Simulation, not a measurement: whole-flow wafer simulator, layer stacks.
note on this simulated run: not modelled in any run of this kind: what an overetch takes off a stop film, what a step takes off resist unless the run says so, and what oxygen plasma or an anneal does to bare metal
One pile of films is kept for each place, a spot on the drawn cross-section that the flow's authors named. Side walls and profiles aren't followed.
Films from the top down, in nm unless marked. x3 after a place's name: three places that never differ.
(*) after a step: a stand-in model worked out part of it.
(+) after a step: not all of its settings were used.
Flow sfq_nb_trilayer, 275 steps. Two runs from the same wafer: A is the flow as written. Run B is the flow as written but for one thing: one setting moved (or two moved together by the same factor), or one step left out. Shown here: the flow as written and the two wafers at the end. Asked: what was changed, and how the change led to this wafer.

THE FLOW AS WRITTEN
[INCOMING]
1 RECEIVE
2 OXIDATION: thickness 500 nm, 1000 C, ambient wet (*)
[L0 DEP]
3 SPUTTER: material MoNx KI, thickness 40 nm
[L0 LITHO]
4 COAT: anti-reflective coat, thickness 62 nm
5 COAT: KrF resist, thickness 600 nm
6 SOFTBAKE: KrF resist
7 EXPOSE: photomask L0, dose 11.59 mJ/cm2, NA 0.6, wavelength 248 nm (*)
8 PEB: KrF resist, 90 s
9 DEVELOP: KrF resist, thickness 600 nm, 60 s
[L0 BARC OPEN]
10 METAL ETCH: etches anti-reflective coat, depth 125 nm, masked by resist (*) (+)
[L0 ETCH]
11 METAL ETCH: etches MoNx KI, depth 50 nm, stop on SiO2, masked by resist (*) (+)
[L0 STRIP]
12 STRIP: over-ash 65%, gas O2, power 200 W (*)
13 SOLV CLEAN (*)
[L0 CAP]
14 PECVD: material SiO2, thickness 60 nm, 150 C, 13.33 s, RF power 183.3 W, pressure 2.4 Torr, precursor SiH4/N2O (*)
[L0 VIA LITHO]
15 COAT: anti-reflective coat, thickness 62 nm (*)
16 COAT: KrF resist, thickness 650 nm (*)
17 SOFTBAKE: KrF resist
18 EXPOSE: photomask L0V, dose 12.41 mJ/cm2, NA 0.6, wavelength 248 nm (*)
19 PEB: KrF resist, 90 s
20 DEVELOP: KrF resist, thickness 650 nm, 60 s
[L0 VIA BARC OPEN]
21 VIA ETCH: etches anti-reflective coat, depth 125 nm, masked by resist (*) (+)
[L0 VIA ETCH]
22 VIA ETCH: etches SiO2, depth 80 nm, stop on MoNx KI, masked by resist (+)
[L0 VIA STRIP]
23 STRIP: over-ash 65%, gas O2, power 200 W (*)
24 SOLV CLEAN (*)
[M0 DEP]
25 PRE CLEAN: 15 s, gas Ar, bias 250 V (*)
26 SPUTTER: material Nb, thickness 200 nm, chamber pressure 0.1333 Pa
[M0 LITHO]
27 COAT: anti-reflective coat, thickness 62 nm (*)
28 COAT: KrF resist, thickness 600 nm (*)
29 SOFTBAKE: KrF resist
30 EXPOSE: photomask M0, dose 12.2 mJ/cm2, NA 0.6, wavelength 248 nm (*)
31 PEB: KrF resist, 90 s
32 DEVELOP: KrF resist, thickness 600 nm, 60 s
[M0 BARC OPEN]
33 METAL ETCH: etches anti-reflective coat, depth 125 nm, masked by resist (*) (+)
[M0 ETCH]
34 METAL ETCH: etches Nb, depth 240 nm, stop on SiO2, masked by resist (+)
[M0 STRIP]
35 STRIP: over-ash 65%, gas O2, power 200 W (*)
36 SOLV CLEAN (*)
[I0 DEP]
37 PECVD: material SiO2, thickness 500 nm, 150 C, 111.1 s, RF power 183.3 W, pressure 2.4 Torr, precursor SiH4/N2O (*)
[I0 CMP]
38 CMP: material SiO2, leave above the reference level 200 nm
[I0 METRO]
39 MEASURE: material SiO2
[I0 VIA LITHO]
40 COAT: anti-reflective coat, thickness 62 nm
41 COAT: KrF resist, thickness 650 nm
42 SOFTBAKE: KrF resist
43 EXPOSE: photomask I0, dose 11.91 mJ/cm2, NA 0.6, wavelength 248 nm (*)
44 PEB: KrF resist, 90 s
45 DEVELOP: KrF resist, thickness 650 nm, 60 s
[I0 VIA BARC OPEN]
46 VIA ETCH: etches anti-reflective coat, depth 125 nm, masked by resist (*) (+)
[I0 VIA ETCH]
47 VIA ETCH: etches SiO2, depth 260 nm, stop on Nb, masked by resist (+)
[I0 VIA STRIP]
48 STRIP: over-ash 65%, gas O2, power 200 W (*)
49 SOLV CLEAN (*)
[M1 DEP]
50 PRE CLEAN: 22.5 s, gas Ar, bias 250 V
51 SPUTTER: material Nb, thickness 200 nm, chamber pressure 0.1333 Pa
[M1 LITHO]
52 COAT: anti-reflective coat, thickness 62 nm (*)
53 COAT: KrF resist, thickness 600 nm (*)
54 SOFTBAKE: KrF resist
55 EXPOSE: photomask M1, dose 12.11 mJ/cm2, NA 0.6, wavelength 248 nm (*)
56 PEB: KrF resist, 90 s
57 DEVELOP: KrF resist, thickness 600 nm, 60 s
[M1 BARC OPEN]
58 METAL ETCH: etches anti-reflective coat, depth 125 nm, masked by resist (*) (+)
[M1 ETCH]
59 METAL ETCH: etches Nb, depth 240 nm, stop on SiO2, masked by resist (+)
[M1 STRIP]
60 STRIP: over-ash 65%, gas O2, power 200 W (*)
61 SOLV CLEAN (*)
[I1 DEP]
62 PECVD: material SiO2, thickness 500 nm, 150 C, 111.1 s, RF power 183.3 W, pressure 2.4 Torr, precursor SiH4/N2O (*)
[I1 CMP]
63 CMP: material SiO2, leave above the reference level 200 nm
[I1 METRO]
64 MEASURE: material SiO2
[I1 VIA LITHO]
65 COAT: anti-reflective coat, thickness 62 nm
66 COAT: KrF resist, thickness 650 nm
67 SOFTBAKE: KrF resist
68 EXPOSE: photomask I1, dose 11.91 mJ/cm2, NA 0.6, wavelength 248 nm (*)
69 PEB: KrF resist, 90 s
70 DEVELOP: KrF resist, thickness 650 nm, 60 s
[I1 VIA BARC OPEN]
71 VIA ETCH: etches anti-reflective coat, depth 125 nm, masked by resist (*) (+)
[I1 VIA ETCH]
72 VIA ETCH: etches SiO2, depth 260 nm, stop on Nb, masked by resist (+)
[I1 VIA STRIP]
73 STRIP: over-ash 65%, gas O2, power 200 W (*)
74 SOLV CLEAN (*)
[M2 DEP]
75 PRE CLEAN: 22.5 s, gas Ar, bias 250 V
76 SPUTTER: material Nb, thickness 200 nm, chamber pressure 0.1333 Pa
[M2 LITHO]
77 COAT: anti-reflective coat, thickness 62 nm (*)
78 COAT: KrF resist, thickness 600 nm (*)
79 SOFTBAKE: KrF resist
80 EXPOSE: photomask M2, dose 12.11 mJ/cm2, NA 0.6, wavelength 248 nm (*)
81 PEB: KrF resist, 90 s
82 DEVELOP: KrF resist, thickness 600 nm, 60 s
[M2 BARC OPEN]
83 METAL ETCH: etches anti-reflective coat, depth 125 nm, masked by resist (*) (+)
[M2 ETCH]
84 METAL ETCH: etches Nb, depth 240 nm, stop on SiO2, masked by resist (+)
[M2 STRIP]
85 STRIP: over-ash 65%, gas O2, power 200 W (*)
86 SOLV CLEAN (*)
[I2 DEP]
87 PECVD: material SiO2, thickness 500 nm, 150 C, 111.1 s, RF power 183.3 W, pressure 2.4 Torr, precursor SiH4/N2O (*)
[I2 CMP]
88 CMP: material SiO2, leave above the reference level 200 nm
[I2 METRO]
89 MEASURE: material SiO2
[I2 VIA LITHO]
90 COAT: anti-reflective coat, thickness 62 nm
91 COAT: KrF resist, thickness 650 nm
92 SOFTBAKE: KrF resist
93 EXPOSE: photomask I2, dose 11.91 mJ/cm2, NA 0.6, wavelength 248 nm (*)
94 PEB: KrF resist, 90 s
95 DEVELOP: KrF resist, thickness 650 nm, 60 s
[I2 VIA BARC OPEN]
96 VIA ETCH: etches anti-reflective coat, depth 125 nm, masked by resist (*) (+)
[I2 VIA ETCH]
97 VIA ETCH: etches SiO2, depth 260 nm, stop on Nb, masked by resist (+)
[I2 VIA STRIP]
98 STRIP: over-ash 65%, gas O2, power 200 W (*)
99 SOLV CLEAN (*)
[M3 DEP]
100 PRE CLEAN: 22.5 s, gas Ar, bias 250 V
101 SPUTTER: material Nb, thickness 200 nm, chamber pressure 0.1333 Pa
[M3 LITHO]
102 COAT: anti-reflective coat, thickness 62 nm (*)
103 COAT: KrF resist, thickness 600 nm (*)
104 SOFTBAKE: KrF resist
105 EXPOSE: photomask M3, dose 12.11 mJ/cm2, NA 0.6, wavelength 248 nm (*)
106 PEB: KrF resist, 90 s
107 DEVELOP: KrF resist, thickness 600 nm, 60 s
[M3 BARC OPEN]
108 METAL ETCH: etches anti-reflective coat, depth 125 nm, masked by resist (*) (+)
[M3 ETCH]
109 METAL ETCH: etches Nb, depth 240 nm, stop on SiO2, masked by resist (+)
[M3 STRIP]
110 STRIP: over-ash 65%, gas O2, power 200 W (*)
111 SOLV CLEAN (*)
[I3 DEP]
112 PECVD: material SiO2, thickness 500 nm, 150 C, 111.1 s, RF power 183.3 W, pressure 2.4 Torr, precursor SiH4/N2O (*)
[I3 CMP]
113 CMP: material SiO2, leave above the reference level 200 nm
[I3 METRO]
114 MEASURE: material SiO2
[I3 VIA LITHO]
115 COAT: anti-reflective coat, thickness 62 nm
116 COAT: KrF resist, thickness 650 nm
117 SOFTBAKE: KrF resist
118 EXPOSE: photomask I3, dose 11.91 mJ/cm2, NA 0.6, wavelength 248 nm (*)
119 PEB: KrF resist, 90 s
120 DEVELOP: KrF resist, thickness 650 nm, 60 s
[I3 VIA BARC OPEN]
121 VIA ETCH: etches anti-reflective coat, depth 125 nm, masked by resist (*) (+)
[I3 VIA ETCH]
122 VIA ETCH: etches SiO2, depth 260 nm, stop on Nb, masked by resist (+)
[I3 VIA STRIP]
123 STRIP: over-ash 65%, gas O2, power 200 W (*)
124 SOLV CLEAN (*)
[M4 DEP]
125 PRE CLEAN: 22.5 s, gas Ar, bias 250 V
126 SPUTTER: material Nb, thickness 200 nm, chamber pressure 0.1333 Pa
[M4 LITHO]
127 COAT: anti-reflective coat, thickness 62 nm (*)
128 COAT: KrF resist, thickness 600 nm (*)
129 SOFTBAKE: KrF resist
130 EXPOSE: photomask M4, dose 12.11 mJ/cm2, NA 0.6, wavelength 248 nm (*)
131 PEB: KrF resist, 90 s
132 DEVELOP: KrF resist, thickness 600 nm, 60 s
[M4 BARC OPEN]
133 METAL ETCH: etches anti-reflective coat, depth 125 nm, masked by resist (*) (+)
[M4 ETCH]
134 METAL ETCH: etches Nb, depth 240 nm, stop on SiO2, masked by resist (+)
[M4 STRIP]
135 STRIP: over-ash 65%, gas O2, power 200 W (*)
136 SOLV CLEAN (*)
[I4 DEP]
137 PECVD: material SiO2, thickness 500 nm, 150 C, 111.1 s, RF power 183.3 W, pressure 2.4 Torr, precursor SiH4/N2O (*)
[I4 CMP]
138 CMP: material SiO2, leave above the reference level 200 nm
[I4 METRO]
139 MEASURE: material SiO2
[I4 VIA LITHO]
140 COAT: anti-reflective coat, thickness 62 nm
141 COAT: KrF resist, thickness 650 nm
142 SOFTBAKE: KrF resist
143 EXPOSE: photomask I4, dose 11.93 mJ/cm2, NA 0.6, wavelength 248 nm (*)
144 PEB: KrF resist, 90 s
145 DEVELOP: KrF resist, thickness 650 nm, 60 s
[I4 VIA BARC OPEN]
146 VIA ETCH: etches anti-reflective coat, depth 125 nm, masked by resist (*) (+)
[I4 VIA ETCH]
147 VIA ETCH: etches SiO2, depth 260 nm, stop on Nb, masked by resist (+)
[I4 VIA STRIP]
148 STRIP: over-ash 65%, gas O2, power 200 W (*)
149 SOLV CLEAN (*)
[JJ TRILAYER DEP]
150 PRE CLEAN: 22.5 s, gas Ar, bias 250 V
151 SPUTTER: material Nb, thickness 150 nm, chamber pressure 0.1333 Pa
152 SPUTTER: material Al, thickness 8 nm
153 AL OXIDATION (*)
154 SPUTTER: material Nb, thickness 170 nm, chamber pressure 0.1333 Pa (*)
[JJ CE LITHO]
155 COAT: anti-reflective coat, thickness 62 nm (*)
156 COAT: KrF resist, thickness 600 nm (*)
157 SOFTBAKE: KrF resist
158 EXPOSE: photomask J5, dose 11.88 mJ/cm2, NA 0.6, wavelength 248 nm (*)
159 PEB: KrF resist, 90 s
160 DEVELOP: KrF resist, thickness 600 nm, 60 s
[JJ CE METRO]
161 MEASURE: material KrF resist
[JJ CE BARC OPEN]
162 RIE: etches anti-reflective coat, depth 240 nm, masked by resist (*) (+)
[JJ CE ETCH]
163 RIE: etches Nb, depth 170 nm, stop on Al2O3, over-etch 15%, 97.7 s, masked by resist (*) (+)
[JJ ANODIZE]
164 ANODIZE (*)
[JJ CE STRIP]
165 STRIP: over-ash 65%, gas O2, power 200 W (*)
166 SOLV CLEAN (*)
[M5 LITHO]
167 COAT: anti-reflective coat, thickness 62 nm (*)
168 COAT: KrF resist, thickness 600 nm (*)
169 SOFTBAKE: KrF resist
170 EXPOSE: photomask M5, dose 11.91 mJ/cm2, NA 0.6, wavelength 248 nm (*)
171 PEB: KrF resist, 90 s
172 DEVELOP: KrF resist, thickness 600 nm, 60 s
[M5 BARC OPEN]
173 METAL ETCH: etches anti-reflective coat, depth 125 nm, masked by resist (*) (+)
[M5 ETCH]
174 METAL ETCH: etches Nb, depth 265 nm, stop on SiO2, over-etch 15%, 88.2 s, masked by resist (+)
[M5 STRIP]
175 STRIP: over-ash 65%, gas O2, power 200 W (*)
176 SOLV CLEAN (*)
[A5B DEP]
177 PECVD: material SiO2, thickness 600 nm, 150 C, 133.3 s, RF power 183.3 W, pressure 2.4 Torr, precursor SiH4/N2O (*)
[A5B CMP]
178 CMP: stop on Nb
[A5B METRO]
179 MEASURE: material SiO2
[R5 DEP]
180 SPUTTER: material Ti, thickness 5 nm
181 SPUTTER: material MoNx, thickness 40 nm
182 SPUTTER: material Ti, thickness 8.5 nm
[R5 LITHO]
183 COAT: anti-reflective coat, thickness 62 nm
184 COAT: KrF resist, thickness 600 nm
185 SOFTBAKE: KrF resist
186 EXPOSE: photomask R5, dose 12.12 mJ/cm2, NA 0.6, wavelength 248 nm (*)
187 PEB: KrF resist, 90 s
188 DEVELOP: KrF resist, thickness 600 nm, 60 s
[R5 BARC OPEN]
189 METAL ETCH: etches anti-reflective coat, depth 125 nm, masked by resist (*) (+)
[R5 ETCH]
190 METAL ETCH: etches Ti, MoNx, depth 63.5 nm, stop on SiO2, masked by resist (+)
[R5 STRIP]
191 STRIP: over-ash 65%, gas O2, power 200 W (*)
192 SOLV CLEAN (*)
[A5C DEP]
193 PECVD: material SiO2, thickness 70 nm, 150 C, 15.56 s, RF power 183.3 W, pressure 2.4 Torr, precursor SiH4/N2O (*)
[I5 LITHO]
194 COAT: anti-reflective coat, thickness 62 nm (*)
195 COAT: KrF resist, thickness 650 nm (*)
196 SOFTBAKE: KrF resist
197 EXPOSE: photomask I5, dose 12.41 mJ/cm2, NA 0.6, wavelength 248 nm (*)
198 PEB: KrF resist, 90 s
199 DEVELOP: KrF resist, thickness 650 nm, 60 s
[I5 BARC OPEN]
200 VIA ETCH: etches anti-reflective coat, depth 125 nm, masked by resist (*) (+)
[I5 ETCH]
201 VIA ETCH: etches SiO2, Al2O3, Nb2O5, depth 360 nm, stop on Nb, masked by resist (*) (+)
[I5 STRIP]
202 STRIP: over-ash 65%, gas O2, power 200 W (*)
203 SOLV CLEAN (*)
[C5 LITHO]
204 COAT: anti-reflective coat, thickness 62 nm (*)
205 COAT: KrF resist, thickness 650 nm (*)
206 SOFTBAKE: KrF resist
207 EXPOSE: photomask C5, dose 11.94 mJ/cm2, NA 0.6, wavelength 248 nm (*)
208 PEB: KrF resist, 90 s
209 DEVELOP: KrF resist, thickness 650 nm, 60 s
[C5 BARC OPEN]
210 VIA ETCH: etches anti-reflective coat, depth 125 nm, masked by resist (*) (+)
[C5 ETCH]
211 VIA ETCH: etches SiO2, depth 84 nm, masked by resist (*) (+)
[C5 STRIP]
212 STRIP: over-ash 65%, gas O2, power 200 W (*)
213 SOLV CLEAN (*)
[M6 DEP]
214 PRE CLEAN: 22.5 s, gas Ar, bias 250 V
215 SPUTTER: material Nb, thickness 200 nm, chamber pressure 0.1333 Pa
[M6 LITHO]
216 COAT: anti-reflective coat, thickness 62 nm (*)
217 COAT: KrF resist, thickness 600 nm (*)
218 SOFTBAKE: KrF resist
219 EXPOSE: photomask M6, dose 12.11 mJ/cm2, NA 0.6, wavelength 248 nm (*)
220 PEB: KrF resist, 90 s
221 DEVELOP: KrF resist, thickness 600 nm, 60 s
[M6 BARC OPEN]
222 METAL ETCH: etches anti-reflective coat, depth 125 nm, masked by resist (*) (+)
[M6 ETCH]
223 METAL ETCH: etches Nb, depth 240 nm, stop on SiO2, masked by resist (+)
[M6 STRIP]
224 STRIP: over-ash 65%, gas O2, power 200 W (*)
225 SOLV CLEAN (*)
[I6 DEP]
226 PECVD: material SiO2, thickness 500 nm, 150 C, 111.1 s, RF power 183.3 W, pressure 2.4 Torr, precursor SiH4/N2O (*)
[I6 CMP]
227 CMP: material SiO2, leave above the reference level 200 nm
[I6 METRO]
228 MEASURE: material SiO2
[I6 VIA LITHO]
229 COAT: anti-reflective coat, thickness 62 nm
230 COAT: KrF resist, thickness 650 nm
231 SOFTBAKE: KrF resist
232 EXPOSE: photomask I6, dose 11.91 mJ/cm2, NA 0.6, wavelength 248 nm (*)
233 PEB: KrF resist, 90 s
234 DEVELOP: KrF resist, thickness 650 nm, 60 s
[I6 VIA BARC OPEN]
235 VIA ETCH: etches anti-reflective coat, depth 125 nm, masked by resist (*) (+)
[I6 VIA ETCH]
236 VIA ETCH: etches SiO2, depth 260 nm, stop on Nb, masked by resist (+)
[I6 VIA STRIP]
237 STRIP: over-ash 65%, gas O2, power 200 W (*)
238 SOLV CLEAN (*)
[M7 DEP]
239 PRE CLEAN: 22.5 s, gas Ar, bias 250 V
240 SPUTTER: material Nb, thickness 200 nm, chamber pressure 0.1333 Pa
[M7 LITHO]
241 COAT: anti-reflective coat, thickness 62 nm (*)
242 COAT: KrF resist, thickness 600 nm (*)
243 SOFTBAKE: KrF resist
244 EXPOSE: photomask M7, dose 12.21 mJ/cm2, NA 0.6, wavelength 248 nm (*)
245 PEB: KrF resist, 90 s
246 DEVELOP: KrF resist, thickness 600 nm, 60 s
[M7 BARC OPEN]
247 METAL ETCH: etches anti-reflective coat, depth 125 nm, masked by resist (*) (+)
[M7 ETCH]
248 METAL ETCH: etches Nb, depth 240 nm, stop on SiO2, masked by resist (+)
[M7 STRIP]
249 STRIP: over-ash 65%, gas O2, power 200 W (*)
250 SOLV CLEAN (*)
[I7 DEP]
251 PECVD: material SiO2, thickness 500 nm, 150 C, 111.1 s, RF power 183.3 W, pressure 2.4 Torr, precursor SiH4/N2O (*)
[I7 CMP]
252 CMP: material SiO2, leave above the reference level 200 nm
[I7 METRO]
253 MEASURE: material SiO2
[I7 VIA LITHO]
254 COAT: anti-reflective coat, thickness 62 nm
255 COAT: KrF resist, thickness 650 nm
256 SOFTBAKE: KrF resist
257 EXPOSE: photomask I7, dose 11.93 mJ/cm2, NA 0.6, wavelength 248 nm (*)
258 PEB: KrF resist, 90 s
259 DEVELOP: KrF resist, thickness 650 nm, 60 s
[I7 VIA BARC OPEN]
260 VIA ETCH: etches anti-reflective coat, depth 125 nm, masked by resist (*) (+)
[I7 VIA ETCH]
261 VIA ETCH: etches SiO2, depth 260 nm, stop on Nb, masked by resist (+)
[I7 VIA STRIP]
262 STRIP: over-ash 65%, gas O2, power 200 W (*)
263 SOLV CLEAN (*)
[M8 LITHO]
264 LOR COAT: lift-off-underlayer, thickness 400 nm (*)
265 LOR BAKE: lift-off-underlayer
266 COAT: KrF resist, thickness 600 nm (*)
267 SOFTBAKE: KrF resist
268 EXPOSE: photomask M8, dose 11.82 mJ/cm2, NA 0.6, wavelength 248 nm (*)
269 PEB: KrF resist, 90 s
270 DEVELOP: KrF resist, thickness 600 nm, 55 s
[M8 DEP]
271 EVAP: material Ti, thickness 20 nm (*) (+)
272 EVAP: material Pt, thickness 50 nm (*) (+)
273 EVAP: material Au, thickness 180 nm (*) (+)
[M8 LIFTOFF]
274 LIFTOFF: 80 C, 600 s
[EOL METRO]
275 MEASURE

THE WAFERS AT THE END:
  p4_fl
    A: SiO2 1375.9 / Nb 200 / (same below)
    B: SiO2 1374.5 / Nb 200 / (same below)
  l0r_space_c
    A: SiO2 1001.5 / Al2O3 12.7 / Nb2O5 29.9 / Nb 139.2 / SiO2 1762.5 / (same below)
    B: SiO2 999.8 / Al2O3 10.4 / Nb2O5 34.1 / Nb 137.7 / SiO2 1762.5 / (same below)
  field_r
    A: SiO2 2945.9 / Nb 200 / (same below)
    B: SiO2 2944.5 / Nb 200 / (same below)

The cause: step 152, SPUTTER: thickness 6.6 nm was run, where the flow has thickness 8 nm.

How the change led to this, step by step:
  152 SPUTTER: material Al, thickness 8 nm
      field_l, v_sur, via_sp and 100 more: A Al +8 (new film) | B Al +6.6 (new film)
      via_wl, via_wr: A Al +5.14 (new film) | B Al +4.24 (new film)
      (and at 1 more place)
  164 ANODIZE (*)
      field_l, v_sur, via_sp and 96 more: A Al2O3 +12.2, Nb2O5 +29.9 (new film), Al -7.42 (all of it), Nb -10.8 | B Al2O3 +9.93, Nb2O5 +34.1 (new film), Al -6.02 (all of it), Nb -12.3
      via_wl, via_wr: A Al2O3 +7.52 (new film), Nb2O5 +39.2 (new film), Al -4.56 (all of it), Nb -14.1 | B Al2O3 +6.04 (new film), Nb2O5 +41.8 (new film), Al -3.66 (all of it), Nb -15
      (and at 1 more place)
  167 COAT: anti-reflective coat, thickness 62 nm (*)
      ce_l: A anti-reflective coat +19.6 (new film) | B anti-reflective coat +18.8 (new film)
      ce_r: A anti-reflective coat +19.7 (new film) | B anti-reflective coat +18.8 (new film)
  174 METAL ETCH: etches Nb, depth 265 nm, stop on SiO2, over-etch 15%, 88.2 s, masked by resist (+)
      field_l, r_sur, res and 50 more: A Al2O3 -12.6 (all of it), Nb2O5 -29.9 (all of it), Nb -139.2 (all of it), SiO2 -12.3 | B Al2O3 -10.3 (all of it), Nb2O5 -34.1 (all of it), Nb -137.7 (all of it), SiO2 -12.3
  175 STRIP: over-ash 65%, gas O2, power 200 W (*)
      ce_l: A KrF resist -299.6 (all of it), anti-reflective coat -19.6 (all of it) | B KrF resist -301.7 (all of it), anti-reflective coat -18.8 (all of it)
      ce_r: A KrF resist -299.9 (all of it), anti-reflective coat -19.7 (all of it) | B KrF resist -301.9 (all of it), anti-reflective coat -18.8 (all of it)
  201 VIA ETCH: etches SiO2, Al2O3, Nb2O5, depth 360 nm, stop on Nb, masked by resist (*) (+)
      be: A SiO2 -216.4 (all of it), Al2O3 -12.7 (all of it), Nb2O5 -29.9 (all of it) | B SiO2 -214.6 (all of it), Al2O3 -10.4 (all of it), Nb2O5 -34.1 (all of it)
